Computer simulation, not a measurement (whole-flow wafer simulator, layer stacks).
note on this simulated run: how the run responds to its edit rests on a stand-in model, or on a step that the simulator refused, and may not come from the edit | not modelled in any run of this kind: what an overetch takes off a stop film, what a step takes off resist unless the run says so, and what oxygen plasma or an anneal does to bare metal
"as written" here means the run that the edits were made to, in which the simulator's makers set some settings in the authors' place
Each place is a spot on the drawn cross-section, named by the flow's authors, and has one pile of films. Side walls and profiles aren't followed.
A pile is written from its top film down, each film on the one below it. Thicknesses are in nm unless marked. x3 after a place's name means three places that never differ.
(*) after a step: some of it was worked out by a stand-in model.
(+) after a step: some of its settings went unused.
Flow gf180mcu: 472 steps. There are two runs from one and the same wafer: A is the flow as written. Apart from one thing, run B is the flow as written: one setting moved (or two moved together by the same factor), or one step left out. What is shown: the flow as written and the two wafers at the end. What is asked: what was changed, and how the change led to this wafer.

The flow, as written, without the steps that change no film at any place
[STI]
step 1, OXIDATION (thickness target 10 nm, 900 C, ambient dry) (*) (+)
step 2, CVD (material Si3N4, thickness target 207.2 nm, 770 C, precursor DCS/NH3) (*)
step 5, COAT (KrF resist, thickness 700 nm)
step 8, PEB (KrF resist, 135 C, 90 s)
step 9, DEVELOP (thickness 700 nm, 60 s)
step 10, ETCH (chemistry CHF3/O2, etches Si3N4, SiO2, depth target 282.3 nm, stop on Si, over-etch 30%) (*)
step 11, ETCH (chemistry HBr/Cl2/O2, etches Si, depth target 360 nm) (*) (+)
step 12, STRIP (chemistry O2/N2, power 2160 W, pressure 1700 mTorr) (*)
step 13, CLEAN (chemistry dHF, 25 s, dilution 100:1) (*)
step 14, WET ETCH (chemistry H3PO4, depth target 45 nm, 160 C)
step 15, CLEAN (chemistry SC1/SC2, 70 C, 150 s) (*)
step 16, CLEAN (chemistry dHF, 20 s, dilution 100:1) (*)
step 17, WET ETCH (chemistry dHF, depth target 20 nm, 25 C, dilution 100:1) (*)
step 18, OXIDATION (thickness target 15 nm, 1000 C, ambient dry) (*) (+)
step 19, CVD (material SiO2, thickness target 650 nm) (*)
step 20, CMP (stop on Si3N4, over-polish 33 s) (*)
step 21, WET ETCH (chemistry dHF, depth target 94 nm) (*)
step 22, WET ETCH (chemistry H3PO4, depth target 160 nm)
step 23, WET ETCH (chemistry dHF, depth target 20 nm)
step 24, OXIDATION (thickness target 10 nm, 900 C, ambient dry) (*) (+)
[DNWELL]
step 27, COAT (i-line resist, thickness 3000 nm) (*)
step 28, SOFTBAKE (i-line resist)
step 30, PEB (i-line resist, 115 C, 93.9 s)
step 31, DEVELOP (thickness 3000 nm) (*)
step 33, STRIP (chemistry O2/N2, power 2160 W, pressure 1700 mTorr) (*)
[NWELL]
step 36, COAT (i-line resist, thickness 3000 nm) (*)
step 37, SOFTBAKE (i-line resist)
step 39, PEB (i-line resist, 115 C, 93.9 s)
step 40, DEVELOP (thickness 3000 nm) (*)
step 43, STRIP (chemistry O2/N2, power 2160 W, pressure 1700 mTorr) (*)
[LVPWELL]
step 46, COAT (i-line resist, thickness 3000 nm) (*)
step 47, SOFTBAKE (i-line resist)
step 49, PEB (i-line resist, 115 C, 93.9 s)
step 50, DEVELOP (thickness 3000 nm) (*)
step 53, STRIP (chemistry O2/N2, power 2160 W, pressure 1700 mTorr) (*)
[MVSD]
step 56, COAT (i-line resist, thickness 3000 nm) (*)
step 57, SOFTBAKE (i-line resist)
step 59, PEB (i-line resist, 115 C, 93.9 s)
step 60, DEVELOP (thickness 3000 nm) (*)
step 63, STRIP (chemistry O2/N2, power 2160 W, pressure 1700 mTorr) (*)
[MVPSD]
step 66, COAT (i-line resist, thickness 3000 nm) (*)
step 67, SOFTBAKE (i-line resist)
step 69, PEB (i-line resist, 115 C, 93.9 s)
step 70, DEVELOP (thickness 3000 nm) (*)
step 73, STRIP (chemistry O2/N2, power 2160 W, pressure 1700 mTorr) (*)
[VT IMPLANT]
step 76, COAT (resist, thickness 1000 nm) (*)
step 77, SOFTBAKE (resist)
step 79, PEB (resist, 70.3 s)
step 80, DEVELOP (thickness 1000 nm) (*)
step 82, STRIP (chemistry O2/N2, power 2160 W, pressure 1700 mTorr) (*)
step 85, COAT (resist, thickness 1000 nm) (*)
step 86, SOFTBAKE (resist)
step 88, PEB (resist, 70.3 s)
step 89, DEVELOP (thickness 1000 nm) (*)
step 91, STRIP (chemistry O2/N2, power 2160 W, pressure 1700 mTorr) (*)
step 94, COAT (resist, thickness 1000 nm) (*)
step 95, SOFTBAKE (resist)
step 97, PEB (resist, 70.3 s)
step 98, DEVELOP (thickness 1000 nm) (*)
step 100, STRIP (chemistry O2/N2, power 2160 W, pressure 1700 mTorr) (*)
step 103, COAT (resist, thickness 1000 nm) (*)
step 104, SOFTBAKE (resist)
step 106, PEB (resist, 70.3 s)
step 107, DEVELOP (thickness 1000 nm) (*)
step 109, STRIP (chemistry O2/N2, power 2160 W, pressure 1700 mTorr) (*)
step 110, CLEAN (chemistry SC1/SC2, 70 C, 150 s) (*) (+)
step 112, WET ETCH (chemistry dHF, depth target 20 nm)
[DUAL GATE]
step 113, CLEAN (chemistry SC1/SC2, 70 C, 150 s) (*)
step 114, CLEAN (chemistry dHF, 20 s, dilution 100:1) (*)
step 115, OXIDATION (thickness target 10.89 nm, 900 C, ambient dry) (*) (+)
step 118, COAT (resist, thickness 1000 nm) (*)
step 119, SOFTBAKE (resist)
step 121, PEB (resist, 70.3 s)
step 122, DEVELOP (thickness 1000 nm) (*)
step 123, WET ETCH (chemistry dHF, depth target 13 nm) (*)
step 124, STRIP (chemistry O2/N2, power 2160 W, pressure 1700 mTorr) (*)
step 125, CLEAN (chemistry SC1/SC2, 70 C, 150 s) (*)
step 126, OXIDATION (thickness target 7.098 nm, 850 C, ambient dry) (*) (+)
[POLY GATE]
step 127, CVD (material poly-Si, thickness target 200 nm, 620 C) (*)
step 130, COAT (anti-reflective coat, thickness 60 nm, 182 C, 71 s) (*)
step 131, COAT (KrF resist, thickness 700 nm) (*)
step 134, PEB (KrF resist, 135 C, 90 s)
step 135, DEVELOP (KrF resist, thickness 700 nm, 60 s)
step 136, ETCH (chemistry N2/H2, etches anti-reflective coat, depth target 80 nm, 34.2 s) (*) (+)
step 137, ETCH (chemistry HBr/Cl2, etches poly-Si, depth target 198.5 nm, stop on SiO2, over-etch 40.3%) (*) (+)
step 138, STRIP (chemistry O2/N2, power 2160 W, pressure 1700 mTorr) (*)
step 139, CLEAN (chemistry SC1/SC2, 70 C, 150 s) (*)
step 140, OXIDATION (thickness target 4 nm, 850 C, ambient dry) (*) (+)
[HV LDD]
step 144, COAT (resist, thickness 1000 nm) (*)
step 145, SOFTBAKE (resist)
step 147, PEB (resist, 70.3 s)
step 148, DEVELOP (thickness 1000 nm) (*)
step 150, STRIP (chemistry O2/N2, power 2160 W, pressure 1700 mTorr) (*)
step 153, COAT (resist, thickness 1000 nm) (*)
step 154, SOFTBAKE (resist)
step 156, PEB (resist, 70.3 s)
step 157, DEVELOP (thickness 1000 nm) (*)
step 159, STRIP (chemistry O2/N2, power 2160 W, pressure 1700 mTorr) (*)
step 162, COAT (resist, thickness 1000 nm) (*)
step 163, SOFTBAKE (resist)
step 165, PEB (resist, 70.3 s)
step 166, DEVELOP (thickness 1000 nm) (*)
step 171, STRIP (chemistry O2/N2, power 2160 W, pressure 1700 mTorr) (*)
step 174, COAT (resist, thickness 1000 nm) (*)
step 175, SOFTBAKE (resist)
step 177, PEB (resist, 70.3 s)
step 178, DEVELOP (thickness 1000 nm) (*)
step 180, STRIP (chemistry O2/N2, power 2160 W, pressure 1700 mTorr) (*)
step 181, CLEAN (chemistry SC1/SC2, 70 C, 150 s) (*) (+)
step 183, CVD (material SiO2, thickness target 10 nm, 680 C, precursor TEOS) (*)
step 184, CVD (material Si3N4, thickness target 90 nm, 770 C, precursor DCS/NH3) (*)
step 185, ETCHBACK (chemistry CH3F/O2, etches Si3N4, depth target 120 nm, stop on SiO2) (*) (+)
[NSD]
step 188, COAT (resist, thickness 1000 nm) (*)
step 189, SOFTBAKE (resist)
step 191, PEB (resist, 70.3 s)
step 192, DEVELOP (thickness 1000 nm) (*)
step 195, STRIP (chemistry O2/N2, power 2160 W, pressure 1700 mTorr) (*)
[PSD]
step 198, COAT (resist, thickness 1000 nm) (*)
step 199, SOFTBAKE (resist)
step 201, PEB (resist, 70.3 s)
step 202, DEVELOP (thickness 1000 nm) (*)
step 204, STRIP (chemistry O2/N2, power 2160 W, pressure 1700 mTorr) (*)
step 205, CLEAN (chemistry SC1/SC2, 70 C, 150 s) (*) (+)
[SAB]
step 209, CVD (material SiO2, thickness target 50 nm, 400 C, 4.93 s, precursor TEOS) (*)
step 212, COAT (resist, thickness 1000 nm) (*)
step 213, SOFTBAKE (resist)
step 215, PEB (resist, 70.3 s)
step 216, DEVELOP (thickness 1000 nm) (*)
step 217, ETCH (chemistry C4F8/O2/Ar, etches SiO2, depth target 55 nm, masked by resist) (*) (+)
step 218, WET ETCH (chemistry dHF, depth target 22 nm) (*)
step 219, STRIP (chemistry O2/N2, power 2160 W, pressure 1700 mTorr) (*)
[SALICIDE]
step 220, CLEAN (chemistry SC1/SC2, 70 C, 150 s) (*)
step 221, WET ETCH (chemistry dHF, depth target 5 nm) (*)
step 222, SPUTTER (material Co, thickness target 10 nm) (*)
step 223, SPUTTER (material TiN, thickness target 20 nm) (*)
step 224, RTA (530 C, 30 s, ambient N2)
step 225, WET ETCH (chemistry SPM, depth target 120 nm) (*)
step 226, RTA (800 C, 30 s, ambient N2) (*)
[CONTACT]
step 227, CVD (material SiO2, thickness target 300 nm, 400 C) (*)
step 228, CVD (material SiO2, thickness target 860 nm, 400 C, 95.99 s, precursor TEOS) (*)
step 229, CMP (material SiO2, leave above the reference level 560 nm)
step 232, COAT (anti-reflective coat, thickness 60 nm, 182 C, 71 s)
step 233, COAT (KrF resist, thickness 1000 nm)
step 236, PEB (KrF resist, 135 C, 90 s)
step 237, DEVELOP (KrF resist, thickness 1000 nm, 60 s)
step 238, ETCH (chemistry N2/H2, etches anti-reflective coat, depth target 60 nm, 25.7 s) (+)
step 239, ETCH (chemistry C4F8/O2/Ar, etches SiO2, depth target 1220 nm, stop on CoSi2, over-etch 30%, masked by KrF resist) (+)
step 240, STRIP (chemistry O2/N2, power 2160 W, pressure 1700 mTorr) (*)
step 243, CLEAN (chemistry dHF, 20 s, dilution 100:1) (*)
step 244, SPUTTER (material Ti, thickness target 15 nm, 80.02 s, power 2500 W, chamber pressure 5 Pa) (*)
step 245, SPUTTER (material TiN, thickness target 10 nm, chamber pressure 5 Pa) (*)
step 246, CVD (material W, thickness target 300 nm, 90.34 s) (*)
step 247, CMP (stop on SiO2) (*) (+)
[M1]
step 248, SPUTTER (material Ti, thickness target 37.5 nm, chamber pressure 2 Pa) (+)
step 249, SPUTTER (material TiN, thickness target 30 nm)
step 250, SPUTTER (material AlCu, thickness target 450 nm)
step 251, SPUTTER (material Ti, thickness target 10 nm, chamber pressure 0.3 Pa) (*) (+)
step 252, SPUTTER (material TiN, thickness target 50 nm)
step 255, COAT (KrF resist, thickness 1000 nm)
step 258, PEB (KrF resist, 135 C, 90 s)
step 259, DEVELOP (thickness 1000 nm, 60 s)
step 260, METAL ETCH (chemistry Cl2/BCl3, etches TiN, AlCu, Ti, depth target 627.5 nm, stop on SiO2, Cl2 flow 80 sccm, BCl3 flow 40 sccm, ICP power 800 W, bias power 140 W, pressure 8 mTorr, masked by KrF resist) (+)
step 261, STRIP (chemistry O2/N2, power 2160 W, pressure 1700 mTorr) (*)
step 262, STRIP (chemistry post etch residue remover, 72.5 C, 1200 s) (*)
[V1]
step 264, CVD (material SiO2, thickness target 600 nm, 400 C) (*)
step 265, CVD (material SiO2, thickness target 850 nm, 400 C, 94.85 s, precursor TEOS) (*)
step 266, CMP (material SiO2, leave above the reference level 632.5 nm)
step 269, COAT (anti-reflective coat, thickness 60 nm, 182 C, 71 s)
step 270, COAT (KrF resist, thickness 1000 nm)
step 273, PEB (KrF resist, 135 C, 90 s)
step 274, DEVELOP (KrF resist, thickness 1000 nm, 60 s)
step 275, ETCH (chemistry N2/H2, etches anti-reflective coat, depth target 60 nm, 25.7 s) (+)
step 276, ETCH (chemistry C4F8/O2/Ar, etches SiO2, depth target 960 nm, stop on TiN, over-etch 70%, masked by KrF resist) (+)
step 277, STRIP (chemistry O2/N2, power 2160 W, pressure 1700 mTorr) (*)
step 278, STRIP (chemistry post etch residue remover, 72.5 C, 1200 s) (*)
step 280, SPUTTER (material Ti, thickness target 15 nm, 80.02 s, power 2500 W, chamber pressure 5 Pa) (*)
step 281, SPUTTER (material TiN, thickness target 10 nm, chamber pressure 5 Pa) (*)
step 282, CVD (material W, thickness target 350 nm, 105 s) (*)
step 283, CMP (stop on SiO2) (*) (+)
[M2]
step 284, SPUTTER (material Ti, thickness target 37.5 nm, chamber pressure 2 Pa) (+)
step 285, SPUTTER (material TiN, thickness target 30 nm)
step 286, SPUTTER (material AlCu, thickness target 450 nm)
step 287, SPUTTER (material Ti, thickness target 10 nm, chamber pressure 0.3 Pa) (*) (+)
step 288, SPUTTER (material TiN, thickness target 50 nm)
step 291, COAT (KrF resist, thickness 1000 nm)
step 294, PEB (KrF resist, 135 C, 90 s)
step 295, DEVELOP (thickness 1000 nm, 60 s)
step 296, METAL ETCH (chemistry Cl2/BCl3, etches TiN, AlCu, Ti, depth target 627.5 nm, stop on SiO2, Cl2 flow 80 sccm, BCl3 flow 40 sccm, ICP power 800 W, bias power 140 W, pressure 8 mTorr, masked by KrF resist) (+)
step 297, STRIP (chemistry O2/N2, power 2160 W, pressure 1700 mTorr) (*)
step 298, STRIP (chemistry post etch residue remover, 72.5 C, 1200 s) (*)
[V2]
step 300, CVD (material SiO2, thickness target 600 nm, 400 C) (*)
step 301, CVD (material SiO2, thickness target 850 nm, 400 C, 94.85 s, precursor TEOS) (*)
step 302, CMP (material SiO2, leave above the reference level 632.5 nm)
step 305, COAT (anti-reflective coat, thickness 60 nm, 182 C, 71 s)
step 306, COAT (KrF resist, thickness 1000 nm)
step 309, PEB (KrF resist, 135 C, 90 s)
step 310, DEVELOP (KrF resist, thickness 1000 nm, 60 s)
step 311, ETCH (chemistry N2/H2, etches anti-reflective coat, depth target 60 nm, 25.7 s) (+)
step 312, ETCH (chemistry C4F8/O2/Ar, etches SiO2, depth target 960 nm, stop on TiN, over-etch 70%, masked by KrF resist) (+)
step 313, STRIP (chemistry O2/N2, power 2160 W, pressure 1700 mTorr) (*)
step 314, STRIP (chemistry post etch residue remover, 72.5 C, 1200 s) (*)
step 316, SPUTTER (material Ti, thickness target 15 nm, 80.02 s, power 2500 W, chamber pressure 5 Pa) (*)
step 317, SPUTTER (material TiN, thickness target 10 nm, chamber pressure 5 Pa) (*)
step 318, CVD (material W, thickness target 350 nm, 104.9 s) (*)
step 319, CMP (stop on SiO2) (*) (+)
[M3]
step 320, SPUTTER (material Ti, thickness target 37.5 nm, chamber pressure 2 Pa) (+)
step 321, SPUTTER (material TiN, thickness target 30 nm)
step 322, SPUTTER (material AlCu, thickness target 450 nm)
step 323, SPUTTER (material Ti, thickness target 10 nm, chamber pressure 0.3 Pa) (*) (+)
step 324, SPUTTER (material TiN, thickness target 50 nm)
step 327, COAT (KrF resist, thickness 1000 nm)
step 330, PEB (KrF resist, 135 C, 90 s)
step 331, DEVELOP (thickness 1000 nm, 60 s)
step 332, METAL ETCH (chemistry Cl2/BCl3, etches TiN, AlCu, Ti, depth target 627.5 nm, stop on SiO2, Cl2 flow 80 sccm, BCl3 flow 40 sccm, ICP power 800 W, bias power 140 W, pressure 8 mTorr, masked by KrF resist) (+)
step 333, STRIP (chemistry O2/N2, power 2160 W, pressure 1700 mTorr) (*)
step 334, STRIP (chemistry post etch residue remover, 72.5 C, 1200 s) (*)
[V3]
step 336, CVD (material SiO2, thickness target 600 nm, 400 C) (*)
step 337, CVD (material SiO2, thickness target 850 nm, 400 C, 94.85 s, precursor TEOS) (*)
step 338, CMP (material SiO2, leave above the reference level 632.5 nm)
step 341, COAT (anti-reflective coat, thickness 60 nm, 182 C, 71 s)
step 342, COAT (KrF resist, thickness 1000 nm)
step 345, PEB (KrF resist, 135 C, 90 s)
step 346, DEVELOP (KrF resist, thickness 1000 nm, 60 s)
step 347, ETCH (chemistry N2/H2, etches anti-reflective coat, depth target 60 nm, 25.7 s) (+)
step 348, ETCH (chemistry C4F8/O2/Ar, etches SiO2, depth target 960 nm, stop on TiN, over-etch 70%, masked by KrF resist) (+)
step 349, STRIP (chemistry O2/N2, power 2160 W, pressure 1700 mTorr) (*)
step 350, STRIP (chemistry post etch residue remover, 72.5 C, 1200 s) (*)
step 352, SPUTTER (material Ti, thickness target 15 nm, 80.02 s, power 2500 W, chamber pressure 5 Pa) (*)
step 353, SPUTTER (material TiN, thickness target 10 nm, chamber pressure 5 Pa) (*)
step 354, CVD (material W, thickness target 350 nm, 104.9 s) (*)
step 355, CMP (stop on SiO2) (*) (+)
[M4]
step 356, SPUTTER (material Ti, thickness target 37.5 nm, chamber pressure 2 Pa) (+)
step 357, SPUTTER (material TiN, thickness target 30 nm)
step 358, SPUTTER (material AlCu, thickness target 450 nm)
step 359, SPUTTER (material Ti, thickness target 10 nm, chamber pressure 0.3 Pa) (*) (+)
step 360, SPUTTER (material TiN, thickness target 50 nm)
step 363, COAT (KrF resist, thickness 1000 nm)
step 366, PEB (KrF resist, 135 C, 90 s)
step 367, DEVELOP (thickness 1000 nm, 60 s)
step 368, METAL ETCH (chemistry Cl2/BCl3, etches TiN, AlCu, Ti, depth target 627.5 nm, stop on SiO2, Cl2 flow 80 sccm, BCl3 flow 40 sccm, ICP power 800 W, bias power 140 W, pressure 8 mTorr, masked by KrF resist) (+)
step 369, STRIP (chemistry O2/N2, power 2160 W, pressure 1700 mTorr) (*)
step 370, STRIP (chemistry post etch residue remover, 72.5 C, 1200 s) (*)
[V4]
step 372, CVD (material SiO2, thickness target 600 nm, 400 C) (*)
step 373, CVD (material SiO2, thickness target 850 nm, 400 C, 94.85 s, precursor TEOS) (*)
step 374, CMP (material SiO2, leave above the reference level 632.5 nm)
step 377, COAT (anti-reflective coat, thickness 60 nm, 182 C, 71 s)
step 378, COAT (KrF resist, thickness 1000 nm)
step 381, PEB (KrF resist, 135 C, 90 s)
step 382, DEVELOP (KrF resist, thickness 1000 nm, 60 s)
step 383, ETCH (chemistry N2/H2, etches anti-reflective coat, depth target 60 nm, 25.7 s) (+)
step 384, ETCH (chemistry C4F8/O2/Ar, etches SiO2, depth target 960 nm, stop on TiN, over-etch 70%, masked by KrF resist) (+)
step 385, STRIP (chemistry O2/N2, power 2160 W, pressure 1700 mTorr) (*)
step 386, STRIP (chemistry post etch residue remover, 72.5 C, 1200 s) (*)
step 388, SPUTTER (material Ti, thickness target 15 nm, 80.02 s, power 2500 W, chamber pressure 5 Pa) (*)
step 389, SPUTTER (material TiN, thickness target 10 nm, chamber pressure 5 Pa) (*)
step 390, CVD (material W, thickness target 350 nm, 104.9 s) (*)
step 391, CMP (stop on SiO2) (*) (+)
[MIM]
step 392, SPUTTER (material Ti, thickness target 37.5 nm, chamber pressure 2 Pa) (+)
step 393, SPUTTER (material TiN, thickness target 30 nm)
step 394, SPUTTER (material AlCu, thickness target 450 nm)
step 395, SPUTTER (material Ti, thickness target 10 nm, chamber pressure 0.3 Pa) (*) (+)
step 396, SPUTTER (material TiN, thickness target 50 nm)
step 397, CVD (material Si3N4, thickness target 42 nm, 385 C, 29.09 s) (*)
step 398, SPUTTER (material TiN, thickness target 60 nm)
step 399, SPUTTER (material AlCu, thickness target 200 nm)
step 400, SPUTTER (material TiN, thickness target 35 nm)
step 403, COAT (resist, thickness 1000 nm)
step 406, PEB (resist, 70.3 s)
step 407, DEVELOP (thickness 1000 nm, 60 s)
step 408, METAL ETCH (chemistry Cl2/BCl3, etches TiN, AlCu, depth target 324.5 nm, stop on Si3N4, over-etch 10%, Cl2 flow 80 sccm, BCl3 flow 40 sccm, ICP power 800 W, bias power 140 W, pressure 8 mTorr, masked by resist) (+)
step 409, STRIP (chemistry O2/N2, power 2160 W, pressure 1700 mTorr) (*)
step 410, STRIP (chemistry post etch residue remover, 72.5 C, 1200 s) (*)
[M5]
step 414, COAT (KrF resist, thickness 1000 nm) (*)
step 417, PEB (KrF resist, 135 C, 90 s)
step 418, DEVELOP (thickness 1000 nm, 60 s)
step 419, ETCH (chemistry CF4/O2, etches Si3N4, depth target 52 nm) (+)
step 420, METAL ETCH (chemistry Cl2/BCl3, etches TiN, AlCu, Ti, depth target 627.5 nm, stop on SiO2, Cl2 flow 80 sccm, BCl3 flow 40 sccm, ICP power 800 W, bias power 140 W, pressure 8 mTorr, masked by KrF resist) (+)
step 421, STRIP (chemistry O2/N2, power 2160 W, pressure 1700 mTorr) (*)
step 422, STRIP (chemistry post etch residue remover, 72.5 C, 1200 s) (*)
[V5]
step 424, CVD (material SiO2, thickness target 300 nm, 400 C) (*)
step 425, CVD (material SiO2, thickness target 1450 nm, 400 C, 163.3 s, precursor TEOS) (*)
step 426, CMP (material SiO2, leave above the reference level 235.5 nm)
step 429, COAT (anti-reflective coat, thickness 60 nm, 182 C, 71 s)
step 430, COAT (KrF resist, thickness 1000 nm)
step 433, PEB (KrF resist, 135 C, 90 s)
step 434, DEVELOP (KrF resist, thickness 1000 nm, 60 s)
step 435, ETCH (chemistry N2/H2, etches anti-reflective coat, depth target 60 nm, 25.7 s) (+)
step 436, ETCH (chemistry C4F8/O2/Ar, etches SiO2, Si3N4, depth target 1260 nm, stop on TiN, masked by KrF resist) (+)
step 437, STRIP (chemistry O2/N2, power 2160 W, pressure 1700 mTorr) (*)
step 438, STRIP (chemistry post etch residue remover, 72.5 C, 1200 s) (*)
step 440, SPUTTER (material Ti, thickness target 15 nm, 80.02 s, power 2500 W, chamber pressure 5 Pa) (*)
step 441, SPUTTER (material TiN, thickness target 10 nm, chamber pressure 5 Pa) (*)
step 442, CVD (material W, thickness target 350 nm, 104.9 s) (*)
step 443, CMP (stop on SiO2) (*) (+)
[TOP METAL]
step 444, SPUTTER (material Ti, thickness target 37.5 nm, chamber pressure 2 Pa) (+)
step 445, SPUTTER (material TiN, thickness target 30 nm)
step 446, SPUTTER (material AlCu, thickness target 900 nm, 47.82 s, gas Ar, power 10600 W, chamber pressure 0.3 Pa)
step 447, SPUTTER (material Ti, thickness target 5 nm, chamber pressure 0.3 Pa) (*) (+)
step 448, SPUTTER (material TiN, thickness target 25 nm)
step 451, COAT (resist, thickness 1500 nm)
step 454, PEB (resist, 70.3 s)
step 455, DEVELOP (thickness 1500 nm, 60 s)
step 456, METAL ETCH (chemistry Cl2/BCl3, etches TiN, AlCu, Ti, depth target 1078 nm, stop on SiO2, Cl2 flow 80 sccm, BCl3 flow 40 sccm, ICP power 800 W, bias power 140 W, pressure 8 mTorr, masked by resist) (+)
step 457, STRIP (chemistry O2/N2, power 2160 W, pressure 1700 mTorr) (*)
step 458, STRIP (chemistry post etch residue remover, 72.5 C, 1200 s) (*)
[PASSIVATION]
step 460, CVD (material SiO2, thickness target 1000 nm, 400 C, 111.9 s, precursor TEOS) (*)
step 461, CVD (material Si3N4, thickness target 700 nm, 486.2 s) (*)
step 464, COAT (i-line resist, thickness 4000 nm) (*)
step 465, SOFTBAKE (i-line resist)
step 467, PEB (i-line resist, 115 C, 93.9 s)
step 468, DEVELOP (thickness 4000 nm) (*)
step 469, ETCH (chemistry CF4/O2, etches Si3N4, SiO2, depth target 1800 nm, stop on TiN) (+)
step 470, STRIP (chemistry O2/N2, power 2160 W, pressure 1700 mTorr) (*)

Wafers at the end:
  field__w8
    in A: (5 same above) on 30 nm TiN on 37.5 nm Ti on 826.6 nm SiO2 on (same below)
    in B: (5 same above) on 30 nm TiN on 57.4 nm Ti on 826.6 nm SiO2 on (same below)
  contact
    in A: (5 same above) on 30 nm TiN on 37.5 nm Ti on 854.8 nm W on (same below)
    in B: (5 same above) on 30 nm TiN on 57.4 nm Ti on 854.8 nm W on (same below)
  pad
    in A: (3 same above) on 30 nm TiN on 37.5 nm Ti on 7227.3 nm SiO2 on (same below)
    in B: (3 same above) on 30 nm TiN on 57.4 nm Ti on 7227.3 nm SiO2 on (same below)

Cause: step 444, SPUTTER: thickness target 57.4 nm was run, while the flow as written has thickness target 37.5 nm.
One can read it off the wafer: field__w8 has Ti 57.4, and step 444 as written asks for 37.5 nm.

How this came from the change, step by step:
  step 444, SPUTTER (material Ti, thickness target 37.5 nm, chamber pressure 2 Pa) (+)
      field, field__w1, field__w2 and 109 more: A +37.5 Ti (new film) | B +57.4 Ti (new film)
  step 456, METAL ETCH (chemistry Cl2/BCl3, etches TiN, AlCu, Ti, depth target 1078 nm, stop on SiO2, Cl2 flow 80 sccm, BCl3 flow 40 sccm, ICP power 800 W, bias power 140 W, pressure 8 mTorr, masked by resist) (+)
      field, field__w1, field__w2 and 103 more: A -25 TiN (all of it), -5 Ti (all of it), -900 AlCu (all of it), -30 TiN (all of it), -37.5 Ti (all of it) | B -25 TiN (all of it), -5 Ti (all of it), -900 AlCu (all of it), -30 TiN (all of it), -57.4 Ti (all of it)
  step 465, SOFTBAKE (i-line resist)
      gate: A +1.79 i-line resist | B -0.21 i-line resist
      ld_acc_p, ld_fp_p: A +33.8 i-line resist | B +27.7 i-line resist
      (also at 63 further places)
